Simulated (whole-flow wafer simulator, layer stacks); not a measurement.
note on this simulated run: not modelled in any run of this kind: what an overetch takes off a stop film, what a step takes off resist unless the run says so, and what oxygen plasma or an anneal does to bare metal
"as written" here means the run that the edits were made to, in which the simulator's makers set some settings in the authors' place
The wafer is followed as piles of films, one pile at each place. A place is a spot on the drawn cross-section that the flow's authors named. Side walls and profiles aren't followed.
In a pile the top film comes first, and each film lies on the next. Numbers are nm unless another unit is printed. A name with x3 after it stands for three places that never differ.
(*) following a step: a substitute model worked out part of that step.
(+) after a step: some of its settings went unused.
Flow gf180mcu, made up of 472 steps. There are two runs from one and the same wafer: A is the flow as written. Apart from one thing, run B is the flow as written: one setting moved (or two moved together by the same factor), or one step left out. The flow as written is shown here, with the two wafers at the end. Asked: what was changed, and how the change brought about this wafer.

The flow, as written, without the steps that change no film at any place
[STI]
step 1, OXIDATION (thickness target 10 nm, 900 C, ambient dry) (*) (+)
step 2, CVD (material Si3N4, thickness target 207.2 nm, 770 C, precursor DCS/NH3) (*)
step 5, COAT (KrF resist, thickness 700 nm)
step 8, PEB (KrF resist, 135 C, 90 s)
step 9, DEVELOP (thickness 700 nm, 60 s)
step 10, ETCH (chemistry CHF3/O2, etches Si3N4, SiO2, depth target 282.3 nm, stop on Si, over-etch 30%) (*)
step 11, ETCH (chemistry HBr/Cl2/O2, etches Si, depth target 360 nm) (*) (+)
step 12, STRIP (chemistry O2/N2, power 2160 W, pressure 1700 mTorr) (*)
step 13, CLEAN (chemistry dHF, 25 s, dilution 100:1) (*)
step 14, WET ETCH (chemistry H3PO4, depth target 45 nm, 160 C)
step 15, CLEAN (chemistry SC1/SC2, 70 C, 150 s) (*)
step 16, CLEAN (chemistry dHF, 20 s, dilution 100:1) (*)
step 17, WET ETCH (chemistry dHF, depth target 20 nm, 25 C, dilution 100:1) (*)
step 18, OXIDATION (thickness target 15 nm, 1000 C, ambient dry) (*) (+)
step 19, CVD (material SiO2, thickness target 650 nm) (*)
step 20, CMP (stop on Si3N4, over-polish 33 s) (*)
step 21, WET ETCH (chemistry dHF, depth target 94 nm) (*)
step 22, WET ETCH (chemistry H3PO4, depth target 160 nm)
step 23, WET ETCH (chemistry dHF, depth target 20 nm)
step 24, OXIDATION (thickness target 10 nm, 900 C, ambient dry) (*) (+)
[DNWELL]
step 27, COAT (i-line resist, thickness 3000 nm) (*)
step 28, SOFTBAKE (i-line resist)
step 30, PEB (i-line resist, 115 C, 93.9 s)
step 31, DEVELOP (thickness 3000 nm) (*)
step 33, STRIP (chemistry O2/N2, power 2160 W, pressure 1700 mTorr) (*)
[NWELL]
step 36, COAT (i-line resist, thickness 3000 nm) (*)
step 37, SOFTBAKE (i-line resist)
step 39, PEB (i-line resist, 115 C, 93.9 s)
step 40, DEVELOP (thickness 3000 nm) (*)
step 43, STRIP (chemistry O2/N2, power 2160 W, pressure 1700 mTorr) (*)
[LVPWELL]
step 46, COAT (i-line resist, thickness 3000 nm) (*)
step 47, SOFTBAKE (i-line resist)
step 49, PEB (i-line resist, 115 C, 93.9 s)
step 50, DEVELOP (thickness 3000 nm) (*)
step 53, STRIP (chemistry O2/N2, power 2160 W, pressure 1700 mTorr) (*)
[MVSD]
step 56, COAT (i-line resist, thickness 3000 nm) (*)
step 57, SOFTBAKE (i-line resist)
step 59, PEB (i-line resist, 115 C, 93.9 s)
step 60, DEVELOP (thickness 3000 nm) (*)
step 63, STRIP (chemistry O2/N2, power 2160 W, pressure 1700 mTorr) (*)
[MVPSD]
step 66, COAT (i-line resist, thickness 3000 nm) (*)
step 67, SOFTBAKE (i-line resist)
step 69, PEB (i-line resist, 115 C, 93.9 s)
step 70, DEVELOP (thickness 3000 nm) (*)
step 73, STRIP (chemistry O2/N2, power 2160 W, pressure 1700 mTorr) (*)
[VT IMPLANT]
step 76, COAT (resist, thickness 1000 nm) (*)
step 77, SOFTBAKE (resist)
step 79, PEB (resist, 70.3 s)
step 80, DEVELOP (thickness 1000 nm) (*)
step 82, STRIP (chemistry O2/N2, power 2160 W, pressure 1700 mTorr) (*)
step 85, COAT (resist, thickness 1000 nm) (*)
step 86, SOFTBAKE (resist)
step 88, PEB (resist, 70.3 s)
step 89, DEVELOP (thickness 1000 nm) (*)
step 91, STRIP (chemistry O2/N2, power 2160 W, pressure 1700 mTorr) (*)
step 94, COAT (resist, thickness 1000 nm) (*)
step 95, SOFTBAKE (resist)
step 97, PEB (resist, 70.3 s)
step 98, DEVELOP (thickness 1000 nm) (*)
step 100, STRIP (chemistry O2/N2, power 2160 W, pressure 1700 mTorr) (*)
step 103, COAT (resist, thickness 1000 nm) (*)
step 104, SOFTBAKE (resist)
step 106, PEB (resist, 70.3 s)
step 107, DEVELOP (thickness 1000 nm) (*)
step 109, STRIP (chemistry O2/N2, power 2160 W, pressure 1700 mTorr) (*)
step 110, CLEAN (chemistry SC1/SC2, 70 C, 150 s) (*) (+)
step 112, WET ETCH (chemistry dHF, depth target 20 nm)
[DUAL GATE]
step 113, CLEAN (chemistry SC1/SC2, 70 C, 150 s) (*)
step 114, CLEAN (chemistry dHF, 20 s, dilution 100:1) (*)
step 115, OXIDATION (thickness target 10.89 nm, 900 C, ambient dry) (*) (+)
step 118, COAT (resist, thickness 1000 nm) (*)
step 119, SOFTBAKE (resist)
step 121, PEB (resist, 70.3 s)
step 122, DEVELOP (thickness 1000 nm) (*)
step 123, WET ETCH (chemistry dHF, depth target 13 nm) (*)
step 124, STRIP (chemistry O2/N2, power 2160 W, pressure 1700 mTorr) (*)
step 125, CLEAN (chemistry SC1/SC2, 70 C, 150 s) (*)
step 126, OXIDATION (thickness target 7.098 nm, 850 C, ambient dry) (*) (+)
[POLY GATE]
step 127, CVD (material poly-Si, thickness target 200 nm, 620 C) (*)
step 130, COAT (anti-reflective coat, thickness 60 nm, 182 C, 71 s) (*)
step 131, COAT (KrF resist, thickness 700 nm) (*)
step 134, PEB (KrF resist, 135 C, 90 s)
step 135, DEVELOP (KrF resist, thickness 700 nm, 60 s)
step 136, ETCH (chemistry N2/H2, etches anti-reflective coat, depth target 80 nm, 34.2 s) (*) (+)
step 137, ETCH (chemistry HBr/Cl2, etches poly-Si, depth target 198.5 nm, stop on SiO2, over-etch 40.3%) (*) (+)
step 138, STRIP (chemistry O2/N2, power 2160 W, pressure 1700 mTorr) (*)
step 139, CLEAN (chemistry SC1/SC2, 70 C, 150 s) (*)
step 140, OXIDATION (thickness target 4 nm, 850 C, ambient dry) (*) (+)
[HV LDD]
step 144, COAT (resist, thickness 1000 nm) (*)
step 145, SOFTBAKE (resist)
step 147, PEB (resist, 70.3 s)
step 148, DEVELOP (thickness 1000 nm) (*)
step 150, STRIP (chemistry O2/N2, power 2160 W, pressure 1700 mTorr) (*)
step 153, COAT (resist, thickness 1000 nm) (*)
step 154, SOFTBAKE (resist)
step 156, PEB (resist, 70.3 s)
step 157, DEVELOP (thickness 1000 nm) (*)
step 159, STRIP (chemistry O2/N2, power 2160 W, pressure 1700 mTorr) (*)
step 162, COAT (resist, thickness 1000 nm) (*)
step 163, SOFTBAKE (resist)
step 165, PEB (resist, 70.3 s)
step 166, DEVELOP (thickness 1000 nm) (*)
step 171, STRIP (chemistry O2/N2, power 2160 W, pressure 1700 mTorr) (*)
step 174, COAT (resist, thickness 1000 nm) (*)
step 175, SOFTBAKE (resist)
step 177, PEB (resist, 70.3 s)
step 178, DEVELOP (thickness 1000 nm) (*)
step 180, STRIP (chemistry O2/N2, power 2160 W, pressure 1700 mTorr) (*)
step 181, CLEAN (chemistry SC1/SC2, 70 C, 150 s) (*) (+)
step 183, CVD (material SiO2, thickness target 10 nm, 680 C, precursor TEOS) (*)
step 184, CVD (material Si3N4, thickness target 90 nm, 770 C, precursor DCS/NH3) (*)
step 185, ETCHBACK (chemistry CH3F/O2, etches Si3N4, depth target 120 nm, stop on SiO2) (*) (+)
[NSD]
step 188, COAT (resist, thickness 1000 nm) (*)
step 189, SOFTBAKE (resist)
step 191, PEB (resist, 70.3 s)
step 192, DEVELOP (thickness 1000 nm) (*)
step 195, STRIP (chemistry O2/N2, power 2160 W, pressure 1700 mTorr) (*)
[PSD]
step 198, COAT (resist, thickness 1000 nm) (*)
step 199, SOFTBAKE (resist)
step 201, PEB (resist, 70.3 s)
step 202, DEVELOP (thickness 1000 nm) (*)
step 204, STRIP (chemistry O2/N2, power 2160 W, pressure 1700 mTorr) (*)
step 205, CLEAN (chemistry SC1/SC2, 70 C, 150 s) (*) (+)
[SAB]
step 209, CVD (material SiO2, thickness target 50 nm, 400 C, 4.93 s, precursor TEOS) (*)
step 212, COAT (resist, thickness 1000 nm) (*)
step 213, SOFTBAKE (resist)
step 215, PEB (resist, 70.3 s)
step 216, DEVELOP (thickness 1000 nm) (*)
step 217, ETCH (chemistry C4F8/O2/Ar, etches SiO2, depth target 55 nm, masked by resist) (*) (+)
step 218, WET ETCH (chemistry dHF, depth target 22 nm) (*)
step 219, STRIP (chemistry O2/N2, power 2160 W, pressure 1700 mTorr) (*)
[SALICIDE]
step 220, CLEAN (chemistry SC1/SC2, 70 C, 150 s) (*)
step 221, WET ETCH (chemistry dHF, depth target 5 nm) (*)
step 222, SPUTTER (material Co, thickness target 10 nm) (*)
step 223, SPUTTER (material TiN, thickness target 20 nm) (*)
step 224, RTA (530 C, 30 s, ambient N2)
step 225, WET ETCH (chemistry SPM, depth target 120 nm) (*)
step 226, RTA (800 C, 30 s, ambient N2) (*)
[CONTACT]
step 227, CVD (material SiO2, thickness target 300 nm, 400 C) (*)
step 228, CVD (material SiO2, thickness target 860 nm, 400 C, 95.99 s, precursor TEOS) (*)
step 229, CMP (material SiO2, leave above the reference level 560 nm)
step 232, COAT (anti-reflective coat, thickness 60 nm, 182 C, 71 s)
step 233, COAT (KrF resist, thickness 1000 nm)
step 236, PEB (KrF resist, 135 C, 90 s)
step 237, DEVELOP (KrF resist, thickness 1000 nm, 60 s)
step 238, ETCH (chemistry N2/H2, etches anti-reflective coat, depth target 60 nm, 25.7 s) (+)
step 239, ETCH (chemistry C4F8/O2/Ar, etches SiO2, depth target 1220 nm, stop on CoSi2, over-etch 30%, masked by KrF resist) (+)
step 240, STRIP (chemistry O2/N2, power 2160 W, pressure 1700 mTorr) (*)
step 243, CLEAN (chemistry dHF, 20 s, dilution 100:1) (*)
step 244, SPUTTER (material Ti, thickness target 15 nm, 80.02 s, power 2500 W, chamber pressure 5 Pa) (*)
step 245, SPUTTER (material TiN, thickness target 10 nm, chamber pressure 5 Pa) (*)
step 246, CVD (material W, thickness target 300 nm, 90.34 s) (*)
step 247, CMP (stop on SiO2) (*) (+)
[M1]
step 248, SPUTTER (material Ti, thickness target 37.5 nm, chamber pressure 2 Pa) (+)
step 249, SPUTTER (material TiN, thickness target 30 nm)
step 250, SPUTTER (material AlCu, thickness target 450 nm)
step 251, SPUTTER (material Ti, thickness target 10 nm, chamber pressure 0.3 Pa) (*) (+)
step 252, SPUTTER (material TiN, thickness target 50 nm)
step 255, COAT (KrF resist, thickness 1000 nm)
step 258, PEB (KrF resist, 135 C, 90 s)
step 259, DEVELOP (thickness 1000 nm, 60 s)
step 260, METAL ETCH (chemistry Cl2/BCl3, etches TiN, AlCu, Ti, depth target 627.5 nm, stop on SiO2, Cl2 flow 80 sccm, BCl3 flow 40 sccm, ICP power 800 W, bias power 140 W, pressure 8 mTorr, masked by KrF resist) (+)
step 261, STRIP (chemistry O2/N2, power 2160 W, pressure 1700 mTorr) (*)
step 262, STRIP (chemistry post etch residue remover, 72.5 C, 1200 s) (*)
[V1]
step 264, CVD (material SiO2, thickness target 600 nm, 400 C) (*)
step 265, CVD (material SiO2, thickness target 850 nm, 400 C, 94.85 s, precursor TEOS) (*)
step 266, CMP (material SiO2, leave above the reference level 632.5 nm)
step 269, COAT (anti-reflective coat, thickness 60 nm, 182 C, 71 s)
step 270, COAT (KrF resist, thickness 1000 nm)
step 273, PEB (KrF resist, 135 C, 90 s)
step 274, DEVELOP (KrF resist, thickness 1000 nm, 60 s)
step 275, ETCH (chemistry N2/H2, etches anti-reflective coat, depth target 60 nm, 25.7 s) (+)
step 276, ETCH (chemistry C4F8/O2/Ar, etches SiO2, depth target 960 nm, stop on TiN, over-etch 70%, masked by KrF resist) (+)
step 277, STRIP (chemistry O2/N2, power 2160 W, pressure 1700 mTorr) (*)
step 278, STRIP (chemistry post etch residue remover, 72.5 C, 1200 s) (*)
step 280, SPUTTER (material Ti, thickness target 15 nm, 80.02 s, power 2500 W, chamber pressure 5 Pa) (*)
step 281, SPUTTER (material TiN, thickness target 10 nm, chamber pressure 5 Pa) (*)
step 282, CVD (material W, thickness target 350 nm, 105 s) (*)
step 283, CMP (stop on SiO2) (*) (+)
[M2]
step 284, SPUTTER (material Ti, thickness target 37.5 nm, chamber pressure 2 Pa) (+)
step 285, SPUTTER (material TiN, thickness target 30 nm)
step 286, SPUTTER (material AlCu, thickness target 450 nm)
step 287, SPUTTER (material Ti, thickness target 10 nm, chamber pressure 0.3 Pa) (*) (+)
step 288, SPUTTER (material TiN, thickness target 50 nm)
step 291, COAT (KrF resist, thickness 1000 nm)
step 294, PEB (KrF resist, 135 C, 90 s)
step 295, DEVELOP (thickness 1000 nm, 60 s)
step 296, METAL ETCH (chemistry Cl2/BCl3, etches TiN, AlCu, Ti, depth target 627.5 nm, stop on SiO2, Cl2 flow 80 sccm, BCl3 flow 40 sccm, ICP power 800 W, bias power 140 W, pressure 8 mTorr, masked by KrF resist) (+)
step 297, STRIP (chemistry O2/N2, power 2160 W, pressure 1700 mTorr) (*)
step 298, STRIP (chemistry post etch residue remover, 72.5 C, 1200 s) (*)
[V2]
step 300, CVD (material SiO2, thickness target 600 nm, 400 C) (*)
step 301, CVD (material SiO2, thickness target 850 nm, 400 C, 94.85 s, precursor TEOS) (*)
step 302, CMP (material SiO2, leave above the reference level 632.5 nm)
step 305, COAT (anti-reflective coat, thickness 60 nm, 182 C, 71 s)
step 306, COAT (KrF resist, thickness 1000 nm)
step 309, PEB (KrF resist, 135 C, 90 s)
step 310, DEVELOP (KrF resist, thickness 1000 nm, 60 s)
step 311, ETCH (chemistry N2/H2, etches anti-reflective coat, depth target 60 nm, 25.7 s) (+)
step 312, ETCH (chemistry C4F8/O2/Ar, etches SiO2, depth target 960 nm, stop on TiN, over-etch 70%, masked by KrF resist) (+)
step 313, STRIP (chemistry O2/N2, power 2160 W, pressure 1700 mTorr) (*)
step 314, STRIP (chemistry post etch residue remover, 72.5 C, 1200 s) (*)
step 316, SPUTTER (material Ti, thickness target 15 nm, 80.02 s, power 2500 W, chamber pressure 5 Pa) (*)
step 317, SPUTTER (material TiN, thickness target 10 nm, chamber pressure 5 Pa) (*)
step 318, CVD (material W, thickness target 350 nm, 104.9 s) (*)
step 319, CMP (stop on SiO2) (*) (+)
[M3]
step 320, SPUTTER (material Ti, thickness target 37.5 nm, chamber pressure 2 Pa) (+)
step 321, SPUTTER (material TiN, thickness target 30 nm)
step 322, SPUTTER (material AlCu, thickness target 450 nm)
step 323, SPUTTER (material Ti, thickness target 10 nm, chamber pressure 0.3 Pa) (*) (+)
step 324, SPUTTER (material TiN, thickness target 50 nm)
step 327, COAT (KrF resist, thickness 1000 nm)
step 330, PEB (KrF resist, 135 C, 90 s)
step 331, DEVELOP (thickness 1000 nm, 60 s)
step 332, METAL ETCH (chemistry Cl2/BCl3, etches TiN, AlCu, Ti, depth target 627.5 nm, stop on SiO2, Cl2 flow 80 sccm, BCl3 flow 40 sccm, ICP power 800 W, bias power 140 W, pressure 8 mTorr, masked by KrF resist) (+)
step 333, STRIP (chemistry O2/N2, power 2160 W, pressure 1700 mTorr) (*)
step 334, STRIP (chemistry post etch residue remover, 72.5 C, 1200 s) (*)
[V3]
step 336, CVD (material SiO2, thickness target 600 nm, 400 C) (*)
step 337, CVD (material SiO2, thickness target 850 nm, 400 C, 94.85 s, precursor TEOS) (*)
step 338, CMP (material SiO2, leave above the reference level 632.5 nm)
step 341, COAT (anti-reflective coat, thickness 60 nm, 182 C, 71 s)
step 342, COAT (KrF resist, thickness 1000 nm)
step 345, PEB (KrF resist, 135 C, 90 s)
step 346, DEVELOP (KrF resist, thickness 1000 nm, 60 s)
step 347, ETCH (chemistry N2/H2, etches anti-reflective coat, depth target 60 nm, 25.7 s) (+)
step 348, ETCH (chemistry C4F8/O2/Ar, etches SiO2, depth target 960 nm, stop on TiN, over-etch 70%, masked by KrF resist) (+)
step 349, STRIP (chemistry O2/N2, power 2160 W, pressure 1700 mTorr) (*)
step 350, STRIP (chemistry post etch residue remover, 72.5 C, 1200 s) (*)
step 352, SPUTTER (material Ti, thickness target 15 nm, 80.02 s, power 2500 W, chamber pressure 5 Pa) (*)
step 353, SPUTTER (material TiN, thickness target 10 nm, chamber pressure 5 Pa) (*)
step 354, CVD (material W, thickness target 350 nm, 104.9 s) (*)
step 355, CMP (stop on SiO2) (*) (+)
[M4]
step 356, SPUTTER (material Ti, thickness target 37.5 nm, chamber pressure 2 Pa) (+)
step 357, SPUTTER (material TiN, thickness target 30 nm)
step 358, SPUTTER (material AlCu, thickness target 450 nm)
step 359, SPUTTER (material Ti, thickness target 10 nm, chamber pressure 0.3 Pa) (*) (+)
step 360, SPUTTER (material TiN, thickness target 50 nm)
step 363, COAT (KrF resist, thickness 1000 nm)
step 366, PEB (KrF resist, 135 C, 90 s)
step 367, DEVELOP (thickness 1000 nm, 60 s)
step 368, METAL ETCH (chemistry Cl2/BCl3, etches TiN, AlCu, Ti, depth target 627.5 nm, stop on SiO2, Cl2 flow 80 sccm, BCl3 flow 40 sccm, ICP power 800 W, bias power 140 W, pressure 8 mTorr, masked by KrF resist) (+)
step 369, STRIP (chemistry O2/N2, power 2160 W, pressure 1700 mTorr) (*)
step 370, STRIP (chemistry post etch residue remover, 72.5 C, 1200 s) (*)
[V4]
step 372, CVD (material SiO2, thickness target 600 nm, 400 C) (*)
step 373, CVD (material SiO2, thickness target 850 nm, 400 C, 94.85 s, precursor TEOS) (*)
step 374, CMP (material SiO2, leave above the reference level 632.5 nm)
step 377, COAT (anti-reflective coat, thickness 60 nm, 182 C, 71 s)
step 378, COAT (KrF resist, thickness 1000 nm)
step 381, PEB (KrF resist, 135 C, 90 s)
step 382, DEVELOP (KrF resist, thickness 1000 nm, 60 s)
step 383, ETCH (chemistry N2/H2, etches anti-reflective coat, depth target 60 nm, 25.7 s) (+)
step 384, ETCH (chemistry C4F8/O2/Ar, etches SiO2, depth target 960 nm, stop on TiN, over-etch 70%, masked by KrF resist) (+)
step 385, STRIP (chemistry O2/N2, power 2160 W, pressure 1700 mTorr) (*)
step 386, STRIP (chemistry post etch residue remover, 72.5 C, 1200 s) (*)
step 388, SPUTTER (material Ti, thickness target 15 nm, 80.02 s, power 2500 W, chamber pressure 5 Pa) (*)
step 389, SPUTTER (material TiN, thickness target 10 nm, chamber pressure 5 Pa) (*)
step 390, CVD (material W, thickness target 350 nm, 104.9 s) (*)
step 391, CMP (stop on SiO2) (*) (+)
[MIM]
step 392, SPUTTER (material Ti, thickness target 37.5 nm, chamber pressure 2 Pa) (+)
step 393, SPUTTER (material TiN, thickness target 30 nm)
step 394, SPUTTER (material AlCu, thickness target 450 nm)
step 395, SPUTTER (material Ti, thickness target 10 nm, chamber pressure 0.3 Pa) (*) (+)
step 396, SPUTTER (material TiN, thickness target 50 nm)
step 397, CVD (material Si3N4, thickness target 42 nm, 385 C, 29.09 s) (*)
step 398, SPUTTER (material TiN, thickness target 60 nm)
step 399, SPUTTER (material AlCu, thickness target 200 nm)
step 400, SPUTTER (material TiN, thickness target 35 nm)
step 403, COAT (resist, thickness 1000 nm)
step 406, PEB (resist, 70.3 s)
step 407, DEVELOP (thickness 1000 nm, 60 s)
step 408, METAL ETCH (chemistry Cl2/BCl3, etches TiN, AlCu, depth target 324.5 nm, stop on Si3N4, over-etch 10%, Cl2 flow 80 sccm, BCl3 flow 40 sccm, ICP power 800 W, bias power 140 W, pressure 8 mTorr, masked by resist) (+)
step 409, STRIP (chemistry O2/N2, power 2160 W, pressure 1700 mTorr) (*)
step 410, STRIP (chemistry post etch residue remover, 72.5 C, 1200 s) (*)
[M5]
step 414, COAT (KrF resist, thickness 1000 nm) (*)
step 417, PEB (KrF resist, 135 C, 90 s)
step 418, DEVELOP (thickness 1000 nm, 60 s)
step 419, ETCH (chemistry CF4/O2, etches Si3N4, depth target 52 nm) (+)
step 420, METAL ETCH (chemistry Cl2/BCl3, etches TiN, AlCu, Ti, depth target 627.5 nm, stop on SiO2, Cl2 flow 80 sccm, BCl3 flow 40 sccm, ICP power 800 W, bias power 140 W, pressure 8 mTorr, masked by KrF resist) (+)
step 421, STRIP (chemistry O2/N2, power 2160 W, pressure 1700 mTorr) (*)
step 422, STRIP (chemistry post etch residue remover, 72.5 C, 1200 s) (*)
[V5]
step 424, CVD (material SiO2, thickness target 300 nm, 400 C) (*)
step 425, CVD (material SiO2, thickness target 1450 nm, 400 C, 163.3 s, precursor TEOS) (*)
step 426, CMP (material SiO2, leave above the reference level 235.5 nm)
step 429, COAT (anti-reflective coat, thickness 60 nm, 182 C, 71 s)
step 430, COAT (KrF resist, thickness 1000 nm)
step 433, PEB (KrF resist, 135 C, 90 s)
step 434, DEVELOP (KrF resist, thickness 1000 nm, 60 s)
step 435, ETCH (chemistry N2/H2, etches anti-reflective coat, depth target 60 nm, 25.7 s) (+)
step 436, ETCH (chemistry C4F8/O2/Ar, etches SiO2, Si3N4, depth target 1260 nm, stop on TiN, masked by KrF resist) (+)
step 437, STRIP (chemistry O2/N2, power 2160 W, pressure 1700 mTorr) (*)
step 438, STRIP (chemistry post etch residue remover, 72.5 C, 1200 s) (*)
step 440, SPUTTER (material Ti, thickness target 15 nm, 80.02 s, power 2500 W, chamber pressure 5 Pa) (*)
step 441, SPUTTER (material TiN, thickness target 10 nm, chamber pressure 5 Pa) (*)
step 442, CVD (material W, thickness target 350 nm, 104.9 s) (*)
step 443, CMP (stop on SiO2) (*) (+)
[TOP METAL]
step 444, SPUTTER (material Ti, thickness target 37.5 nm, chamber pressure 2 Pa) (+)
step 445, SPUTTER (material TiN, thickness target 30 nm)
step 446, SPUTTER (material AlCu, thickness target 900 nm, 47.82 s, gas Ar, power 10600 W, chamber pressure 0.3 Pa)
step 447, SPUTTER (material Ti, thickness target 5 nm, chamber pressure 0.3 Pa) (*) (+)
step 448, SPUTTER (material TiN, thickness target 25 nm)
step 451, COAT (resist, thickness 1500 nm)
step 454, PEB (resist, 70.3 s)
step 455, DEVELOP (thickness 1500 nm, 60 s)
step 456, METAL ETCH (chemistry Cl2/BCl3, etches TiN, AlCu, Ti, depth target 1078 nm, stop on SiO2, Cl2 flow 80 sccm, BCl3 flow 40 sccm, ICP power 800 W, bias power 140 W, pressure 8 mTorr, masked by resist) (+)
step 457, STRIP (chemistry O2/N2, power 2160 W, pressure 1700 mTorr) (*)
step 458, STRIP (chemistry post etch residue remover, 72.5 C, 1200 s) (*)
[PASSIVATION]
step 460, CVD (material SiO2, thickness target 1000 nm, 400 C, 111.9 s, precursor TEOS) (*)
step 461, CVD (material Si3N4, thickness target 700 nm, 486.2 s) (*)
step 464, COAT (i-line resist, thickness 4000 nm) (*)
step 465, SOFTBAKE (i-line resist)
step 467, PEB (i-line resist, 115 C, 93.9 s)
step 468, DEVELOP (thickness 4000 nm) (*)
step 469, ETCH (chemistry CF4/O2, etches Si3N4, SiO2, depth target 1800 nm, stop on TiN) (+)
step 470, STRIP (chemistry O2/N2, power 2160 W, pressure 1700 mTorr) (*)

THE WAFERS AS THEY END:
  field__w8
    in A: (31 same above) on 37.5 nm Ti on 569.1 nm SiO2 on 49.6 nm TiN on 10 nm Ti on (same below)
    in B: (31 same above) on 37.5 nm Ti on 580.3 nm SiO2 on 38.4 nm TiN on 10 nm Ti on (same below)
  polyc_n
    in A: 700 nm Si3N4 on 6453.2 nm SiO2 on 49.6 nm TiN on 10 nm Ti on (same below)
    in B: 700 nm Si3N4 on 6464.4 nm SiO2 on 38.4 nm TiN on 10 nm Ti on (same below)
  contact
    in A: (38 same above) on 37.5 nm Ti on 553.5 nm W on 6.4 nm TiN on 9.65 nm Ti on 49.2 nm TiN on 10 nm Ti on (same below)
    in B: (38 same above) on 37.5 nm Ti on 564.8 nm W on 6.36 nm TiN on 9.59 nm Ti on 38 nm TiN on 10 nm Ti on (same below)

Cause: step 252, SPUTTER: thickness target 38.8 nm was run, whereas the flow has thickness target 50 nm.

The path from the change to this, step by step:
  step 252, SPUTTER (material TiN, thickness target 50 nm)
      field, field__w1, field__w2 and 108 more: A +50 TiN (new film) | B +38.8 TiN (new film)
  step 260, METAL ETCH (chemistry Cl2/BCl3, etches TiN, AlCu, Ti, depth target 627.5 nm, stop on SiO2, Cl2 flow 80 sccm, BCl3 flow 40 sccm, ICP power 800 W, bias power 140 W, pressure 8 mTorr, masked by KrF resist) (+)
      field, field__w1, field__w2 and 99 more: A -50 TiN (all of it), -10 Ti (all of it), -450 AlCu (all of it), -30 TiN (all of it), -37.5 Ti (all of it) | B -38.8 TiN (all of it), -10 Ti (all of it), -450 AlCu (all of it), -30 TiN (all of it), -37.5 Ti (all of it)
